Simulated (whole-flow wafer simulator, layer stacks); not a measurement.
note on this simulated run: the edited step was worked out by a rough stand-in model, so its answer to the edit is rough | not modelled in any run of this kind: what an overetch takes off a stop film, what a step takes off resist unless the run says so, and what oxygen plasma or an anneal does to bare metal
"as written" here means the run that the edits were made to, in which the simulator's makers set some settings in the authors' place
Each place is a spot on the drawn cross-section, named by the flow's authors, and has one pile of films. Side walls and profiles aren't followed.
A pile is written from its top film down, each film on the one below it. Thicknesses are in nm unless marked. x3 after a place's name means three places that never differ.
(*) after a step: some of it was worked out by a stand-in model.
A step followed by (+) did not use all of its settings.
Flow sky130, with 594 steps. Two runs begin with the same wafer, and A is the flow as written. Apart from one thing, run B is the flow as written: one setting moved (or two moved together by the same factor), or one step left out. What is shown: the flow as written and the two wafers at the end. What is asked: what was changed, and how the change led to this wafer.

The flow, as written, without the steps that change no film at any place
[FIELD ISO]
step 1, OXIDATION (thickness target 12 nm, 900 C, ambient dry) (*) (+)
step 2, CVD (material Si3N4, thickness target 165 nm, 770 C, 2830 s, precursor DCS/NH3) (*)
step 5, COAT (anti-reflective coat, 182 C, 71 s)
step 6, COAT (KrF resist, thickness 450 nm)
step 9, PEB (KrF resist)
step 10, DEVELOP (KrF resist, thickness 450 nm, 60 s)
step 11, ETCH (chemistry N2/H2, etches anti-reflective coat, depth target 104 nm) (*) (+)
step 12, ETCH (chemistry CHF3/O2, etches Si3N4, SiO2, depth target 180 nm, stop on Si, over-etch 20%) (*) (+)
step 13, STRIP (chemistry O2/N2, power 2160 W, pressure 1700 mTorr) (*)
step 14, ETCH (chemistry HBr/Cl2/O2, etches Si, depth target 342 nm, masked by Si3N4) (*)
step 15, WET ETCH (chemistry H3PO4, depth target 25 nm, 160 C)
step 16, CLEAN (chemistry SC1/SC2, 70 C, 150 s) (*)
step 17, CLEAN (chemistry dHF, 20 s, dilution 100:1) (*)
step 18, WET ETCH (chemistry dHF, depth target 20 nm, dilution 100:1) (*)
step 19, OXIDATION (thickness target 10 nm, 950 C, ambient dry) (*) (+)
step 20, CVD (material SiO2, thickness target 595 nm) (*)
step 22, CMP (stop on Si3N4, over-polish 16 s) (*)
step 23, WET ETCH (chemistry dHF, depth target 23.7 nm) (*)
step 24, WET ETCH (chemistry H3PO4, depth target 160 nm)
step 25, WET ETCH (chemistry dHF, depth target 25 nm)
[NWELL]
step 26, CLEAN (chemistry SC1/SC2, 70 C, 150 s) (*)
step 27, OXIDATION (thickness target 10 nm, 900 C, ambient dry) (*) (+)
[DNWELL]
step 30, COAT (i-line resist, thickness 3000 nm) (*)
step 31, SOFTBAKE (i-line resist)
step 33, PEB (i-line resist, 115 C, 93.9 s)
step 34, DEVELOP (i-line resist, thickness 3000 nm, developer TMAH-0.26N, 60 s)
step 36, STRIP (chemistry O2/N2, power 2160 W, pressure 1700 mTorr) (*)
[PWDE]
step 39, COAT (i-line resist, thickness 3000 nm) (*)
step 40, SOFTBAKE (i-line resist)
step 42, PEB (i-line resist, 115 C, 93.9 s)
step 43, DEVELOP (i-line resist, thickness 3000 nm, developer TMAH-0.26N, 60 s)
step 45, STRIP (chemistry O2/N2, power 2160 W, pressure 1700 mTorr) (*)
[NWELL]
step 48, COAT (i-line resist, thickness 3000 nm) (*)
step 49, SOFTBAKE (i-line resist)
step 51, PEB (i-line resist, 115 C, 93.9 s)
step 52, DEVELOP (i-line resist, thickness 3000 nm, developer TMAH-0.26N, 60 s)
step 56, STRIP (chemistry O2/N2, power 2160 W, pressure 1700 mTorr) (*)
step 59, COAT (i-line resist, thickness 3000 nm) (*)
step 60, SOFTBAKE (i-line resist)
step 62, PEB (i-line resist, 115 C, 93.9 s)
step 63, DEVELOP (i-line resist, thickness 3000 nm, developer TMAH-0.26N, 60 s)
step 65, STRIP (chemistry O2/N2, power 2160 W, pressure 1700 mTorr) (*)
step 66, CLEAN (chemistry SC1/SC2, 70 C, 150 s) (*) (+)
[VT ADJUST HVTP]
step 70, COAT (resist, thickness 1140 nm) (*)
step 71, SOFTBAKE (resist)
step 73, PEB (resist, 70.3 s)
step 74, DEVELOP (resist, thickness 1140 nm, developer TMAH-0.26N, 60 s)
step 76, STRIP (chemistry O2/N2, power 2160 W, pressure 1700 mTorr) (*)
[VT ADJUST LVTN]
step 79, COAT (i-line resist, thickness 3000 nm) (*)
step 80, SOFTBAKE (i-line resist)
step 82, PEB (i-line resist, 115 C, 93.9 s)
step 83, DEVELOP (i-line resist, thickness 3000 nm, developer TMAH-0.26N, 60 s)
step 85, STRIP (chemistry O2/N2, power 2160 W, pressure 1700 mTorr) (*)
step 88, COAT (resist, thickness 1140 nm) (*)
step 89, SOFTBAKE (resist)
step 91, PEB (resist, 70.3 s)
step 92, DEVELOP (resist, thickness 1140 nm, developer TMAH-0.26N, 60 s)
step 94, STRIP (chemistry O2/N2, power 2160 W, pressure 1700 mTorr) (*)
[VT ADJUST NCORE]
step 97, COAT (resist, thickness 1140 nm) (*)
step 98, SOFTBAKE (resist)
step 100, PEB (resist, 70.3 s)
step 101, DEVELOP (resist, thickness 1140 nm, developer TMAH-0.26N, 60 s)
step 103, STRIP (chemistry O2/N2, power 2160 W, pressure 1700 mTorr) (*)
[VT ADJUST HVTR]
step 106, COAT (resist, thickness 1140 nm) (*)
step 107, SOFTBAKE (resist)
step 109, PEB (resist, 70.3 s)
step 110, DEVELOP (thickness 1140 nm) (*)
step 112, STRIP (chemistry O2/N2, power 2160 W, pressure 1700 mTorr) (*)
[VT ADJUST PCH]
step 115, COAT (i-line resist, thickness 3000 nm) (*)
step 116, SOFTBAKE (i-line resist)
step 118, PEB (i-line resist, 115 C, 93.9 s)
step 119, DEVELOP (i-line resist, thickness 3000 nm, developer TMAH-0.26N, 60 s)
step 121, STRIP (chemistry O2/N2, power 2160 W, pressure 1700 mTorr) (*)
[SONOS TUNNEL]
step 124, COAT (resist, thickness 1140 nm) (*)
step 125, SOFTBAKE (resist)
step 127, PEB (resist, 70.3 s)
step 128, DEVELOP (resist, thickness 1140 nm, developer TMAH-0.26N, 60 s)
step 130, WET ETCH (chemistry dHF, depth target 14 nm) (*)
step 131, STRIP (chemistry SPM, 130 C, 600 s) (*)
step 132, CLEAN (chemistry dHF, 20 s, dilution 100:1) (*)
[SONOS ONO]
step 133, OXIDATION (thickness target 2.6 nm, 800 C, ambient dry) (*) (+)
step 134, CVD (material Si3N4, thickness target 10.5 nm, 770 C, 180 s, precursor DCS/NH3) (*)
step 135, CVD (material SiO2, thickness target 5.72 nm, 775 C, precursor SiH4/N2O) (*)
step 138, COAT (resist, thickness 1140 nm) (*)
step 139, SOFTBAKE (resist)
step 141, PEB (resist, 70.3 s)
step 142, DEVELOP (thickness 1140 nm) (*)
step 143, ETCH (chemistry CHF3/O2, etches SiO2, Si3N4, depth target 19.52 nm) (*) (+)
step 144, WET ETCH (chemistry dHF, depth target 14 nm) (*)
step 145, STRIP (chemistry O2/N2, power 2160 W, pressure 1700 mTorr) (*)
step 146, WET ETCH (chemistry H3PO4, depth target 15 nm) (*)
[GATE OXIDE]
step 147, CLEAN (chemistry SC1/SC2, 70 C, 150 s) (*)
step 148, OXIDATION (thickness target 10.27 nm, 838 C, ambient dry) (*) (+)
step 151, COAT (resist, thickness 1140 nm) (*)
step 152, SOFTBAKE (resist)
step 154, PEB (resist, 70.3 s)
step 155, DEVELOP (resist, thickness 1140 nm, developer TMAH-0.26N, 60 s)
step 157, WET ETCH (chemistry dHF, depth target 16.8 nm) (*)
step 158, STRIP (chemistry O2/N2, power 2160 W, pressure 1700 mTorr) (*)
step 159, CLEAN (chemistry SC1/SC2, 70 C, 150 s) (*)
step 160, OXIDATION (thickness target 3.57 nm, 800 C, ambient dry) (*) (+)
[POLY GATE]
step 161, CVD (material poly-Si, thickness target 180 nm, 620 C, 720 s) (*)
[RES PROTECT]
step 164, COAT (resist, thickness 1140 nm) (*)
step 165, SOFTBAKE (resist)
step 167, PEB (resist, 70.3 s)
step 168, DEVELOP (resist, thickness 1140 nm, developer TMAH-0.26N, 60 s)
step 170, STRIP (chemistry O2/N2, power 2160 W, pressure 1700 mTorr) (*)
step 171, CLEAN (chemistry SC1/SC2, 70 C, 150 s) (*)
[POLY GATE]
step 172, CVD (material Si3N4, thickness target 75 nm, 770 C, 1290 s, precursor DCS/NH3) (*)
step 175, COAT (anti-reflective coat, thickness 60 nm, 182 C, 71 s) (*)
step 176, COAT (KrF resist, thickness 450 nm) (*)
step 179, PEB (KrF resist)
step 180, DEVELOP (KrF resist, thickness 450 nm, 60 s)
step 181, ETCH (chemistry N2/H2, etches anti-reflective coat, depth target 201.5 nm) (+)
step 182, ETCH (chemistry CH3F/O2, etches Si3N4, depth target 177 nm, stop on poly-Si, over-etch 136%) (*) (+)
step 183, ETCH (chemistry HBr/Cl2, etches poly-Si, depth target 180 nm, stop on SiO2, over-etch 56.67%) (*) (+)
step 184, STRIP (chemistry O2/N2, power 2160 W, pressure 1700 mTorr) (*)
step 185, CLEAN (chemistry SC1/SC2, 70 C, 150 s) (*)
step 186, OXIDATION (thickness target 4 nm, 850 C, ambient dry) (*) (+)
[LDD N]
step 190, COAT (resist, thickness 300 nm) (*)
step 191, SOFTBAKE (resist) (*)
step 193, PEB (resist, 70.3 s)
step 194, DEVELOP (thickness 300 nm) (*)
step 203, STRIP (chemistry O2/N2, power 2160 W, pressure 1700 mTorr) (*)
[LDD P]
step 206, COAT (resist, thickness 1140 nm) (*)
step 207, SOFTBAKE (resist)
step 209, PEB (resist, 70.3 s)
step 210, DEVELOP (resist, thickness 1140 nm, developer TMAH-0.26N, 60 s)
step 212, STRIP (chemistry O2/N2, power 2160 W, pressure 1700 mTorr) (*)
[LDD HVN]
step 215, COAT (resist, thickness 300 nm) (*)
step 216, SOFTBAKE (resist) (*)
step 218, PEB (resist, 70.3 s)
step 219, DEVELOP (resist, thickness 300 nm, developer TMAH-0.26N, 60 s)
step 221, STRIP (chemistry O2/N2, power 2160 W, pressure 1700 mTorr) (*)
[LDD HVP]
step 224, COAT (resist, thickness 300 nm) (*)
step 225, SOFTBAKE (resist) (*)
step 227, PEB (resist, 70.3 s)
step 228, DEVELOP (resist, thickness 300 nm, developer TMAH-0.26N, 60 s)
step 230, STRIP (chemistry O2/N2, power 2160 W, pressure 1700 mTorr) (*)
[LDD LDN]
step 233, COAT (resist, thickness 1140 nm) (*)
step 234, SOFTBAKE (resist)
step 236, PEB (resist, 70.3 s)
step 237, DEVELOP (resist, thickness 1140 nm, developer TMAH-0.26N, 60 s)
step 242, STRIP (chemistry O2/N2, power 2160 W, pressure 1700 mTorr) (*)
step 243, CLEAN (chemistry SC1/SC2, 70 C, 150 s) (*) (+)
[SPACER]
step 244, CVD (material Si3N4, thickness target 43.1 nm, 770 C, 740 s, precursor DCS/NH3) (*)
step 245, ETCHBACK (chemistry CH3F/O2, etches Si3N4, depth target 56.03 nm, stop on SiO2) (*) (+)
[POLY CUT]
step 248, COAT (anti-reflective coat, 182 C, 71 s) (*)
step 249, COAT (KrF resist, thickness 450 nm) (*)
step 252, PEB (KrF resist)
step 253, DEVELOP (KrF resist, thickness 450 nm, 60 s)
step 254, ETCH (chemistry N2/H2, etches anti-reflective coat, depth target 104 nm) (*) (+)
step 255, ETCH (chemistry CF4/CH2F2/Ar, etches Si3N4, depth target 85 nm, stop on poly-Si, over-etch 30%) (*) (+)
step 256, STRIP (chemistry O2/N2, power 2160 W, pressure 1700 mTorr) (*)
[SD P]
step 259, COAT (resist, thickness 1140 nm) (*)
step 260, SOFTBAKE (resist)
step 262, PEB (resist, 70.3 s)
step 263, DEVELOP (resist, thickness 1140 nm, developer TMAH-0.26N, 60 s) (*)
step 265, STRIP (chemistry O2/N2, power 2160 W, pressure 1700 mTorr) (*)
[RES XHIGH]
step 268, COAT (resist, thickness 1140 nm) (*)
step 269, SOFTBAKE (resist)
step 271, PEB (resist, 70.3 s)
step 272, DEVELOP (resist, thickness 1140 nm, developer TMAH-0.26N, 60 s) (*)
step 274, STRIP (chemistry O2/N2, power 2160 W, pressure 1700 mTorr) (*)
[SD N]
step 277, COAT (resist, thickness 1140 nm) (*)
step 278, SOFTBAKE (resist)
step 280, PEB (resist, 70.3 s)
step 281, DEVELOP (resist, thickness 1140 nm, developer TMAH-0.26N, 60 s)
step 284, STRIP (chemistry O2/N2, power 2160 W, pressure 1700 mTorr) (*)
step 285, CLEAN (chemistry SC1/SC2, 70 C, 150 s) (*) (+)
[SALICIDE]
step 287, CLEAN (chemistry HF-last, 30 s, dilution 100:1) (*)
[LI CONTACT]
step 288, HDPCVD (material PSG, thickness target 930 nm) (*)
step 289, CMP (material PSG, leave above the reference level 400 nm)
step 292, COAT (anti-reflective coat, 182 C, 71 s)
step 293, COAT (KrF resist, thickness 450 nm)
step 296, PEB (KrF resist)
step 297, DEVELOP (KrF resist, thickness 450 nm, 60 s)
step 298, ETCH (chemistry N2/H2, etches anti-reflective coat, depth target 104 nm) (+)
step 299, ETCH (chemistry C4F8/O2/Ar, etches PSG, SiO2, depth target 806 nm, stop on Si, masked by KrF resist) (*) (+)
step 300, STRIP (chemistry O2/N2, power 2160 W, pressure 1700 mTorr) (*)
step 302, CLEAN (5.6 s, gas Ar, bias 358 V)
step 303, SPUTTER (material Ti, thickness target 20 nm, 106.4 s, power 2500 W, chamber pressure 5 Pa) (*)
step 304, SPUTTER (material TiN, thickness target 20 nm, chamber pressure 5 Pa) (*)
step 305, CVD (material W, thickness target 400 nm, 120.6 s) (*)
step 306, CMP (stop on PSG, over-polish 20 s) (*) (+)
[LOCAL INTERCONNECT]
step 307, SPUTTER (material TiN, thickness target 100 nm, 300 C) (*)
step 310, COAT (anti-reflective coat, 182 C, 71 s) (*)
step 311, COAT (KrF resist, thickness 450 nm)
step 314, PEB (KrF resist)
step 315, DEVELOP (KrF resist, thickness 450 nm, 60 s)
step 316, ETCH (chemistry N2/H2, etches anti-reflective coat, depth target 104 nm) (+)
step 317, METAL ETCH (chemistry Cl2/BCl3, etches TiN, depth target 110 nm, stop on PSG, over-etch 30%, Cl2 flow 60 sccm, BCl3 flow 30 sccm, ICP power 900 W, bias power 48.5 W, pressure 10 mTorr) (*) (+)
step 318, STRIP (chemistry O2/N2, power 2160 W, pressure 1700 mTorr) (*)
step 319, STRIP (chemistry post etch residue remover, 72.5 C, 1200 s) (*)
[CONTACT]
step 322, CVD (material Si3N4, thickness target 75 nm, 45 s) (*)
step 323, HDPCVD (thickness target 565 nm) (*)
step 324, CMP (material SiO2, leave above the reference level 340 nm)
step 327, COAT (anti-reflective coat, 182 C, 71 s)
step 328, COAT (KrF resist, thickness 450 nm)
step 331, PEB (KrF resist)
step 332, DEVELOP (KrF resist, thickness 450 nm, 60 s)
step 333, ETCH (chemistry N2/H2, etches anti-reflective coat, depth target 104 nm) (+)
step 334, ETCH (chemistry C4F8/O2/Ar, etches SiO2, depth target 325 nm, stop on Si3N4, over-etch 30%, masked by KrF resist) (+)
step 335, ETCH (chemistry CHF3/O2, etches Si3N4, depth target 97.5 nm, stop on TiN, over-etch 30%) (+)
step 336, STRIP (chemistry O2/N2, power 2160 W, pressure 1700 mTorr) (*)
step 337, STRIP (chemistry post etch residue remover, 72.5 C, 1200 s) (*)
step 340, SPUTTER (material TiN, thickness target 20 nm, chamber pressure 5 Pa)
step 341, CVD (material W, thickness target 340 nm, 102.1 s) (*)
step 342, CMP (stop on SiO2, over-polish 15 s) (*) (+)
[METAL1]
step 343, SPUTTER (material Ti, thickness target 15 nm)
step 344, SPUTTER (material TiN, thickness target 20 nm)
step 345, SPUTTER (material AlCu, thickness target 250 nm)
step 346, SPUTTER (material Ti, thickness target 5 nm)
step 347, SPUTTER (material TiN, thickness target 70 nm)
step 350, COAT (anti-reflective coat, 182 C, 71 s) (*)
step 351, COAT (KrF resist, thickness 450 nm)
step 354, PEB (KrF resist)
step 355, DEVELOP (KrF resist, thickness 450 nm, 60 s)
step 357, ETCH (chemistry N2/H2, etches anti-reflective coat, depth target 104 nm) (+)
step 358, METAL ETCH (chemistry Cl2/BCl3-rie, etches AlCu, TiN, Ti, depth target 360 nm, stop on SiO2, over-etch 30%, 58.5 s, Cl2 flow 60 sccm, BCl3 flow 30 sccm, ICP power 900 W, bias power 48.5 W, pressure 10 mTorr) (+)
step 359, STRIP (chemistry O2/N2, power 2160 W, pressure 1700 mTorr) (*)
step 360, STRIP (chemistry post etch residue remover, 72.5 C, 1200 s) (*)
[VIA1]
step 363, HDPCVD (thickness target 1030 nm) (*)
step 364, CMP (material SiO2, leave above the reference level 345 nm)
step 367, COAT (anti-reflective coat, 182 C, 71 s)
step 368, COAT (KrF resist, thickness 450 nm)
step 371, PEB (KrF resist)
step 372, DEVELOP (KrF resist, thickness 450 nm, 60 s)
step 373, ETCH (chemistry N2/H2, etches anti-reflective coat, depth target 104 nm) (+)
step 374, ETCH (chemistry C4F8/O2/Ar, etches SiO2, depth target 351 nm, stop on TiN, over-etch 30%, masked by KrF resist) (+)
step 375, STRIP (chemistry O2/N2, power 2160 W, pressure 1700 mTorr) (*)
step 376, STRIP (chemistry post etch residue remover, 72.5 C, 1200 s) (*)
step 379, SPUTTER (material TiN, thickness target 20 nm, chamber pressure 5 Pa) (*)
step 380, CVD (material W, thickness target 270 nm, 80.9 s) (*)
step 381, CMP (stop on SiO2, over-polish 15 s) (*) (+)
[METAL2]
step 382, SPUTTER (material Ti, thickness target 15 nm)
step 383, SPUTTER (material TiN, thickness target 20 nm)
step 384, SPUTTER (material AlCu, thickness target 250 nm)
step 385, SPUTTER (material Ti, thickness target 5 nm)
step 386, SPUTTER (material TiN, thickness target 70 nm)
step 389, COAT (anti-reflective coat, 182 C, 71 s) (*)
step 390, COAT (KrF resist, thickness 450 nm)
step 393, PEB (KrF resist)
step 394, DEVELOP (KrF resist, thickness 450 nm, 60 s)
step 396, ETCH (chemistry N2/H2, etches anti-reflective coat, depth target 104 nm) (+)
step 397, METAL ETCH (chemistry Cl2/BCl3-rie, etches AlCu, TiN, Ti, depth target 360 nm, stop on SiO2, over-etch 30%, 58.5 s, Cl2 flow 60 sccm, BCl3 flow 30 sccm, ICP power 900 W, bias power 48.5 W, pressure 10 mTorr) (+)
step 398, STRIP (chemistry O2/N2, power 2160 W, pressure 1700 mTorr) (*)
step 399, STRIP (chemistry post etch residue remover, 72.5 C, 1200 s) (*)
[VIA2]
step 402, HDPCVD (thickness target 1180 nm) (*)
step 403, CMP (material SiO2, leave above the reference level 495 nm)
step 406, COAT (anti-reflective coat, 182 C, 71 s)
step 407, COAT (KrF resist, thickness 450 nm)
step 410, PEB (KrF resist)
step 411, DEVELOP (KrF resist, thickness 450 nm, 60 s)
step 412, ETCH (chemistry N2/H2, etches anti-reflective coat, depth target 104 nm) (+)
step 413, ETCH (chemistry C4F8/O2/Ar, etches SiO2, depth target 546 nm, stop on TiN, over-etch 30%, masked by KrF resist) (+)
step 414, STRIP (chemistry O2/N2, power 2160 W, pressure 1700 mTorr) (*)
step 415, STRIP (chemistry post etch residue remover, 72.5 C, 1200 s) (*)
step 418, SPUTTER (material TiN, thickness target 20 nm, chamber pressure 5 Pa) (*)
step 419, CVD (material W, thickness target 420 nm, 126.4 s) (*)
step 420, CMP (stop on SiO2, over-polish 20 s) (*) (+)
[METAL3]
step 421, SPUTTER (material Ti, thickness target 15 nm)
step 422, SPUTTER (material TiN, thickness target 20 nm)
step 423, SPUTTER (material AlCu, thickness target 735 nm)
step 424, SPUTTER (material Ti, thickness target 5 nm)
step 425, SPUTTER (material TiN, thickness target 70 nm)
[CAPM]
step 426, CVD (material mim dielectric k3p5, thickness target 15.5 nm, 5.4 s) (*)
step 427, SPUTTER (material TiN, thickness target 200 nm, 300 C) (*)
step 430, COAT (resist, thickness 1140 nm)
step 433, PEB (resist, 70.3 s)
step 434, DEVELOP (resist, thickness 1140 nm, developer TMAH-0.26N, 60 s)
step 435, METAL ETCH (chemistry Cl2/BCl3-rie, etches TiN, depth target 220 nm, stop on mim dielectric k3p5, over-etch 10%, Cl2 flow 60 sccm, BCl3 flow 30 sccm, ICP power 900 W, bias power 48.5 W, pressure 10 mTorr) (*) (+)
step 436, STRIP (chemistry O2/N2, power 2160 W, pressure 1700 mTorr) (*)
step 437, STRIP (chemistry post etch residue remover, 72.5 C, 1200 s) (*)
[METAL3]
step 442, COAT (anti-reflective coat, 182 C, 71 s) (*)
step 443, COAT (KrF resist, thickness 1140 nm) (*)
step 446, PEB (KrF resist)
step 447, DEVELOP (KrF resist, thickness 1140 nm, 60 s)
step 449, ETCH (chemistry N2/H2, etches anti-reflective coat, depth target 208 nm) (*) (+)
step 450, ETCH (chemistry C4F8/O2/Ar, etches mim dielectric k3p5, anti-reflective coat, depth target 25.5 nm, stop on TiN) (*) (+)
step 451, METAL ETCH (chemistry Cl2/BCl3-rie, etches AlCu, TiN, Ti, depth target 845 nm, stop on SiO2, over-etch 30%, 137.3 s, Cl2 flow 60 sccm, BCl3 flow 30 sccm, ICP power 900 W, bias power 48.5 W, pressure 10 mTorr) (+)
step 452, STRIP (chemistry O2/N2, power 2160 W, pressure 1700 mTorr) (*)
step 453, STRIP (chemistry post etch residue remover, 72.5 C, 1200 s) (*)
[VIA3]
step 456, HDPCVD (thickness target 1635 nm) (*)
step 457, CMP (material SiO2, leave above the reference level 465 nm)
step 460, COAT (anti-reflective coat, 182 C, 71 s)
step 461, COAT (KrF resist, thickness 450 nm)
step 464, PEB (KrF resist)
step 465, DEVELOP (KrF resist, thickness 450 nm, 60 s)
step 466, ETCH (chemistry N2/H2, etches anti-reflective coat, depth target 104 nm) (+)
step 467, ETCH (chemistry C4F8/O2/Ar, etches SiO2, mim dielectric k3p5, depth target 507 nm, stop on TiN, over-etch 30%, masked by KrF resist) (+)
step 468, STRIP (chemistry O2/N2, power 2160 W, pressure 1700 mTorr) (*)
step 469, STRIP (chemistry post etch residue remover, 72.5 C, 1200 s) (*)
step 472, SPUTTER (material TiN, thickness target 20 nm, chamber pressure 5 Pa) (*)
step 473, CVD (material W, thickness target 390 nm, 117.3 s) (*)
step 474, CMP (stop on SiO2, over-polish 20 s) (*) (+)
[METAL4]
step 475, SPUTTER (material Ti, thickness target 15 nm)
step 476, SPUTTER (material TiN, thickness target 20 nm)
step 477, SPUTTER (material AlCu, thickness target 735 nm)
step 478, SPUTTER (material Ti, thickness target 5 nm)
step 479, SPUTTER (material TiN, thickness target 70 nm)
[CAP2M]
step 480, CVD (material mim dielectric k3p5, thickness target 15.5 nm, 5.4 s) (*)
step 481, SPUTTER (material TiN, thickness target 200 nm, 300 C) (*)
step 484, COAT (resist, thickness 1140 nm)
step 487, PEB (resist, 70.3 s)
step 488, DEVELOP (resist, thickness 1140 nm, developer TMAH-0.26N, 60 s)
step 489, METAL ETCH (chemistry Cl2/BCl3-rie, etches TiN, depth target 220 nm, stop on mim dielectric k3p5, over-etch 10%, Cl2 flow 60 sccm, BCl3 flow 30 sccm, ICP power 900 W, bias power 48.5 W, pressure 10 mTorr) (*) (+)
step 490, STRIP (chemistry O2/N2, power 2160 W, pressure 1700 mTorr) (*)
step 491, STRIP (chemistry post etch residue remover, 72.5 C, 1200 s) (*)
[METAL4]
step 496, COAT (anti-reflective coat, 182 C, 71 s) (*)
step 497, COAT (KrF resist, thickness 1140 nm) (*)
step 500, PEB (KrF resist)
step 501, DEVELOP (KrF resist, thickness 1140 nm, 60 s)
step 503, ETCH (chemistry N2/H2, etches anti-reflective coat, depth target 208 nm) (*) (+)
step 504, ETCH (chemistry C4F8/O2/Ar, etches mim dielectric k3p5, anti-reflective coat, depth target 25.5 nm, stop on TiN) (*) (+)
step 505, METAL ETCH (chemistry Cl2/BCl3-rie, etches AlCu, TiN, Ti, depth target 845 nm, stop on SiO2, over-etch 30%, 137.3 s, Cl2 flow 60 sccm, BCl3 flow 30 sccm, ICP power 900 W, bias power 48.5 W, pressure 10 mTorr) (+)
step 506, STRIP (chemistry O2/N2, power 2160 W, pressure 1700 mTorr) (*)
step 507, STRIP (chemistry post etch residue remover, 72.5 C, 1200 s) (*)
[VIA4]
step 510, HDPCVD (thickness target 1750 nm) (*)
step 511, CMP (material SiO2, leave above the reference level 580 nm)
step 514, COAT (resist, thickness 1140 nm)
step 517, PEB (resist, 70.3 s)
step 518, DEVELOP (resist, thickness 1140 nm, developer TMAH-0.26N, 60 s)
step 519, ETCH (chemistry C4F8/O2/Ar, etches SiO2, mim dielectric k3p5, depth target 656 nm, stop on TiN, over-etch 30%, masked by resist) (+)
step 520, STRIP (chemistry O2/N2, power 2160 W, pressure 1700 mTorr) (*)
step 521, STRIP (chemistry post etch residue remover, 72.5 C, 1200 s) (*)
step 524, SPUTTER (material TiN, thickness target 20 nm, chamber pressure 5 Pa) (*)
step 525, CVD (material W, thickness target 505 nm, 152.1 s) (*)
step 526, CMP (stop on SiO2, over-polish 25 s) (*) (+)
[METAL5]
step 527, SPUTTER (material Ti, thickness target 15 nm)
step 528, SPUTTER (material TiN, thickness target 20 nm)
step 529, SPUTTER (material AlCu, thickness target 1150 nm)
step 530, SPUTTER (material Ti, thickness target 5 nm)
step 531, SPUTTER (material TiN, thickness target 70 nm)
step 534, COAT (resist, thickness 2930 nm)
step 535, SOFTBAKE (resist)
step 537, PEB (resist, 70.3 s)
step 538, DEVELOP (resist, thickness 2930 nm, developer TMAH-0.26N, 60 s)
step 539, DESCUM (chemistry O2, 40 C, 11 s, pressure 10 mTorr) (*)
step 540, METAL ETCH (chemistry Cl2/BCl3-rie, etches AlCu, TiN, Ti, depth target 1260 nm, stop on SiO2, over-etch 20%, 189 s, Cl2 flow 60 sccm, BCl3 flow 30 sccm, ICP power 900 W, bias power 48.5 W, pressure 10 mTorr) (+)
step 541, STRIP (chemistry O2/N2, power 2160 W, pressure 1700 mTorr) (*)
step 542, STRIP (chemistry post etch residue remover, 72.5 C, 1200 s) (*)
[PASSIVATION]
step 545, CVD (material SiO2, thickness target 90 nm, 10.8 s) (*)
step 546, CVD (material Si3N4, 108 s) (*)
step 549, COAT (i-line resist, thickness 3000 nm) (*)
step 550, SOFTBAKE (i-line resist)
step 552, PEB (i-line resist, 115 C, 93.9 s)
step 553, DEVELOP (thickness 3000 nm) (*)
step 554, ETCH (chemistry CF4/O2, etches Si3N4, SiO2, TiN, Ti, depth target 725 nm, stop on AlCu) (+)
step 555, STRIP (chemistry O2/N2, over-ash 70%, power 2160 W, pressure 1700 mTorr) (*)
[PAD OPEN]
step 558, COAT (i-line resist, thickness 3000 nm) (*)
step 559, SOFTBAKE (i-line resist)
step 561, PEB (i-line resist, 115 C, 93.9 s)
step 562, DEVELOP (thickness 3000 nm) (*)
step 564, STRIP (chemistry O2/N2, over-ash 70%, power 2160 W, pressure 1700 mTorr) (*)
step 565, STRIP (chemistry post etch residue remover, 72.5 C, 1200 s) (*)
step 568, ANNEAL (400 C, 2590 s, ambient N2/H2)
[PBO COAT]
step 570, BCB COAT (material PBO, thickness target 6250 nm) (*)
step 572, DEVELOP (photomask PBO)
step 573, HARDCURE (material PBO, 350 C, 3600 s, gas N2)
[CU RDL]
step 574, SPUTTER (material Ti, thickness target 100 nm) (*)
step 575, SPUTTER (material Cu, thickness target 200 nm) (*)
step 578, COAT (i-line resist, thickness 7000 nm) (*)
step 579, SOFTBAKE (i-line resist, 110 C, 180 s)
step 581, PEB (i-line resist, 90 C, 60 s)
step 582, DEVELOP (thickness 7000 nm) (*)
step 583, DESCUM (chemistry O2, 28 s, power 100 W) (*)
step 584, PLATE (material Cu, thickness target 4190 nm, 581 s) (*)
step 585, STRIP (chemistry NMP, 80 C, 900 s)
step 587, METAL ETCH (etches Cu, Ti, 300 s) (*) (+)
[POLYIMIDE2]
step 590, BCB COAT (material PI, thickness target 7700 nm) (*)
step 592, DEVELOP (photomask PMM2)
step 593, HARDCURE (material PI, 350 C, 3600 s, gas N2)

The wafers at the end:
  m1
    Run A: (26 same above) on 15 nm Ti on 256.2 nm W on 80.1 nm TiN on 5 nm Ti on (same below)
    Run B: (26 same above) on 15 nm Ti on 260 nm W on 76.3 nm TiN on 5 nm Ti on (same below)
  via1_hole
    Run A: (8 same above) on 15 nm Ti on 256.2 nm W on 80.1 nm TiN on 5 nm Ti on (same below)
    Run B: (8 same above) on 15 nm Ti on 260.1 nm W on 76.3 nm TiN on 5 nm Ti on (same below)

What caused this: step 379, SPUTTER: thickness target 13 nm was run, though the flow has thickness target 20 nm.

How this came from the change, step by step:
  step 379, SPUTTER (material TiN, thickness target 20 nm, chamber pressure 5 Pa) (*)
      field, active, n_well and 186 more: A TiN gains 20 (new film) | B TiN gains 13 (new film)
      m1: A TiN gains 11 | B TiN gains 7.15
      (as well as at 1 more place)
  step 381, CMP (stop on SiO2, over-polish 15 s) (*) (+)
      field, active, n_well and 186 more: A W loses 270 (all of it), TiN loses 20 (all of it), SiO2 loses 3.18 | B W loses 270 (all of it), TiN loses 13 (all of it), SiO2 loses 3.18
      m1, via1_hole: A W loses 293.6 | B W loses 286.6
